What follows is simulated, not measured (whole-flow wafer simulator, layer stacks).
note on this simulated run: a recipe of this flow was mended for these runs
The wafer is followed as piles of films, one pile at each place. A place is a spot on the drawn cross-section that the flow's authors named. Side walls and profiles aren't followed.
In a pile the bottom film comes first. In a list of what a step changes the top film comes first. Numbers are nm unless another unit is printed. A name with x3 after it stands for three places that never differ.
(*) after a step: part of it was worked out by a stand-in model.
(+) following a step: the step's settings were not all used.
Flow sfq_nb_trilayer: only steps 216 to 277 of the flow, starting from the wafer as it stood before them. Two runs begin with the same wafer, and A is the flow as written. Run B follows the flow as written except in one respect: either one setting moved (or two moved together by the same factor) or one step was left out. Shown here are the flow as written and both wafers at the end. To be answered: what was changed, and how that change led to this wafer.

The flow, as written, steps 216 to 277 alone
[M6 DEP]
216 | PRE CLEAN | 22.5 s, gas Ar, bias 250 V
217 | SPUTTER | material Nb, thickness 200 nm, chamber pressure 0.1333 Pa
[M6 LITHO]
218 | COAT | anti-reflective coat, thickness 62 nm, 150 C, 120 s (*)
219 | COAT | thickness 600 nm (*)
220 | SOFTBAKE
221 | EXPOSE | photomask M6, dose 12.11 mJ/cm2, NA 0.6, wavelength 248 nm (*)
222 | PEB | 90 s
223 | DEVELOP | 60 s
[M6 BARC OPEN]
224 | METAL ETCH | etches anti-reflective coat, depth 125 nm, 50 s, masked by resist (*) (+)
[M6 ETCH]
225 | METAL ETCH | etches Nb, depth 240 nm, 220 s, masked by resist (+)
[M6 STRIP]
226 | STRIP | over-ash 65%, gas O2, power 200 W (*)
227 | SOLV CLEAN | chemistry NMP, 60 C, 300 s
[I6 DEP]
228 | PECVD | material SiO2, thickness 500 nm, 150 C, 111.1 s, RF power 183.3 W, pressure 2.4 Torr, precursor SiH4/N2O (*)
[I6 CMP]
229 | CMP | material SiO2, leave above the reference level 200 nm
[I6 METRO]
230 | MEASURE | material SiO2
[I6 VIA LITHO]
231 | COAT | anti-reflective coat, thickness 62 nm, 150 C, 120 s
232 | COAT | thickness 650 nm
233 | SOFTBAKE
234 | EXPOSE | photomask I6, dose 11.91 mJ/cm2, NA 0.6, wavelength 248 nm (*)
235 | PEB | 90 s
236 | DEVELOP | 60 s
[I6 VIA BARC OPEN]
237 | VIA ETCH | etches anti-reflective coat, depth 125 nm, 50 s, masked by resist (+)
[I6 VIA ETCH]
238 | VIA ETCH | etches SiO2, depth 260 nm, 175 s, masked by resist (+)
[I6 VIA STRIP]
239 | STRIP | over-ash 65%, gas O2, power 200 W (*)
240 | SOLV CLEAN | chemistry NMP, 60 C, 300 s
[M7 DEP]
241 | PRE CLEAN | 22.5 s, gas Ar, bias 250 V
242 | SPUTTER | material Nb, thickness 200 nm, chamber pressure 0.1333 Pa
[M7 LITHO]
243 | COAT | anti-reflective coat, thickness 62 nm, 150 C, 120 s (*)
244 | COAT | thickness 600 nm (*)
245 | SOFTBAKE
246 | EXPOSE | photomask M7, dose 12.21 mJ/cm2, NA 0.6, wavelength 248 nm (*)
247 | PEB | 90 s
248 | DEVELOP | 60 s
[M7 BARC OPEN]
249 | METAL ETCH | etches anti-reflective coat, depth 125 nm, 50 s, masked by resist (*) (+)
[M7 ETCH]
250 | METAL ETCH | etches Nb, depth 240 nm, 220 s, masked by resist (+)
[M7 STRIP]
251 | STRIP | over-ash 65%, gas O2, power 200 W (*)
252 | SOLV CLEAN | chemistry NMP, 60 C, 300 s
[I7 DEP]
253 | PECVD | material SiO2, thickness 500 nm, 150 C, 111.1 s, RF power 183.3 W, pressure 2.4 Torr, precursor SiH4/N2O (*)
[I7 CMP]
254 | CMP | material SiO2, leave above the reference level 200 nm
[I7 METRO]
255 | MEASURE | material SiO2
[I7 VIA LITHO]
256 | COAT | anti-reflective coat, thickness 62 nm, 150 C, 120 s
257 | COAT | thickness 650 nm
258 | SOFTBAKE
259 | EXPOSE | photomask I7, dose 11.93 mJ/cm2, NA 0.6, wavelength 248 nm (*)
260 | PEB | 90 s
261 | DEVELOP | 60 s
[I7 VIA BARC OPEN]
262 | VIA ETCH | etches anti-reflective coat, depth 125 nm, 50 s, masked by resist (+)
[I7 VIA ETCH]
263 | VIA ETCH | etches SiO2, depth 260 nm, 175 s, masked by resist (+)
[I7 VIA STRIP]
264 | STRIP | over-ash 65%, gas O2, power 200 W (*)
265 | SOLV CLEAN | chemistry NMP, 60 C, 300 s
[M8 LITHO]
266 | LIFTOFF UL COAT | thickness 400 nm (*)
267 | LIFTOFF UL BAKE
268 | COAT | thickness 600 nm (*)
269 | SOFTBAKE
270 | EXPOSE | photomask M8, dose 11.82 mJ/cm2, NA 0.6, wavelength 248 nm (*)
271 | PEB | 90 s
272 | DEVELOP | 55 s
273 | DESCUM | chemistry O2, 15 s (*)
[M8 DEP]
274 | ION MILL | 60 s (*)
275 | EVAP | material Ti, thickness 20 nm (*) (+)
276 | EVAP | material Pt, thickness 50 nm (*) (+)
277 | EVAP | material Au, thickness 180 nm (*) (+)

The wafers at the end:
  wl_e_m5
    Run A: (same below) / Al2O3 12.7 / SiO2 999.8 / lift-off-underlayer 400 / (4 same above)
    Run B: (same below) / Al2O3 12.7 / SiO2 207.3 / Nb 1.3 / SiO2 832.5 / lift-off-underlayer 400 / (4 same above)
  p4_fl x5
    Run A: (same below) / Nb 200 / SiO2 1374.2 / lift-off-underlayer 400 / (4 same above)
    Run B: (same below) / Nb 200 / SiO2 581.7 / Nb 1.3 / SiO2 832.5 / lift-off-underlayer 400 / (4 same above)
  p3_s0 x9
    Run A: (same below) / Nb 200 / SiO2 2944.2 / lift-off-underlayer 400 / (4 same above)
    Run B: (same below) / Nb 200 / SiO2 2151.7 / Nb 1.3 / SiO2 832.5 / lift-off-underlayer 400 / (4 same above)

What caused this: step 217, SPUTTER: thickness 241.3 nm was run, while the flow as written has thickness 200 nm.

Step by step, how the change led to this:
  217 | SPUTTER | material Nb, thickness 200 nm, chamber pressure 0.1333 Pa
      field_l, v_sur, via_wl and 100 more: A +200 Nb (new film) | B +241.3 Nb (new film)
      be: A +145.8 Nb | B +175.3 Nb
      (as well as at 2 more places)
  218 | COAT | anti-reflective coat, thickness 62 nm, 150 C, 120 s (*)
      wire: A +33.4 anti-reflective coat (new film) | B +34.3 anti-reflective coat (new film)
      be: A +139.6 anti-reflective coat (new film) | B +143.5 anti-reflective coat (new film)
      (as well as at 1 more place)
  225 | METAL ETCH | etches Nb, depth 240 nm, 220 s, masked by resist (+)
      field_l, gap, moat and 76 more: A -200 Nb (all of it), -4 SiO2 | B -240 Nb
  226 | STRIP | over-ash 65%, gas O2, power 200 W (*)
      wire: A -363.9 KrF-resist-other-grade (all of it), -33.4 anti-reflective coat (all of it) | B -362.6 KrF-resist-other-grade (all of it), -34.3 anti-reflective coat (all of it)
      be: A -559.4 KrF-resist-other-grade (all of it), -139.6 anti-reflective coat (all of it) | B -566.3 KrF-resist-other-grade (all of it), -143.5 anti-reflective coat (all of it)
      (as well as at 1 more place)
  228 | PECVD | material SiO2, thickness 500 nm, 150 C, 111.1 s, RF power 183.3 W, pressure 2.4 Torr, precursor SiH4/N2O (*)
      field_l, p4_fl x5, p4_w1 x9 and 50 more: A +500 SiO2 | B +500 SiO2 (new film)
      moat, field_r, lsp_l, ln_m5, lsp_m: A +493.5 SiO2 | B +492.3 SiO2 (new film)
      (as well as at 10 more places)
  229 | CMP | material SiO2, leave above the reference level 200 nm
      field_l, p4_fl x5, p4_w1 x9 and 47 more: A -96 SiO2 | B -60 SiO2
      moat, field_r, lsp_l, ln_m5, lsp_m: A -89.5 SiO2 | B -52.3 SiO2
      (as well as at 9 more places)
With metal films that touch counted as one body, wl_e_m5 has 8 bodies (between them, from the top down: KrF-resist-other-grade 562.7 / lift-off-underlayer 400 / SiO2 832.5; SiO2 207.3 / Al2O3 12.7 / Nb2O5 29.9; SiO2 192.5; SiO2 192.5; SiO2 192.5; SiO2 192.5; SiO2 192.5); the flow as written gives 7 bodies (between them, from the top down: KrF-resist-other-grade 562.7 / lift-off-underlayer 400 / SiO2 999.8 / Al2O3 12.7 / Nb2O5 29.9; SiO2 192.5; SiO2 192.5; SiO2 192.5; SiO2 192.5; SiO2 192.5).
With metal films that touch counted as one body, p4_fl x5 has 4 bodies (between them, from the top down: KrF-resist-other-grade 562.7 / lift-off-underlayer 400 / SiO2 832.5; SiO2 581.7; SiO2 1370); the flow as written gives 3 bodies (between them, from the top down: KrF-resist-other-grade 562.7 / lift-off-underlayer 400 / SiO2 1374.2; SiO2 1370).
With metal films that touch counted as one body, p3_s0 x9 has 3 bodies (between them, from the top down: KrF-resist-other-grade 562.7 / lift-off-underlayer 400 / SiO2 832.5; SiO2 2151.7); the flow as written gives 2 bodies (between them, from the top down: KrF-resist-other-grade 562.7 / lift-off-underlayer 400 / SiO2 2944.2).
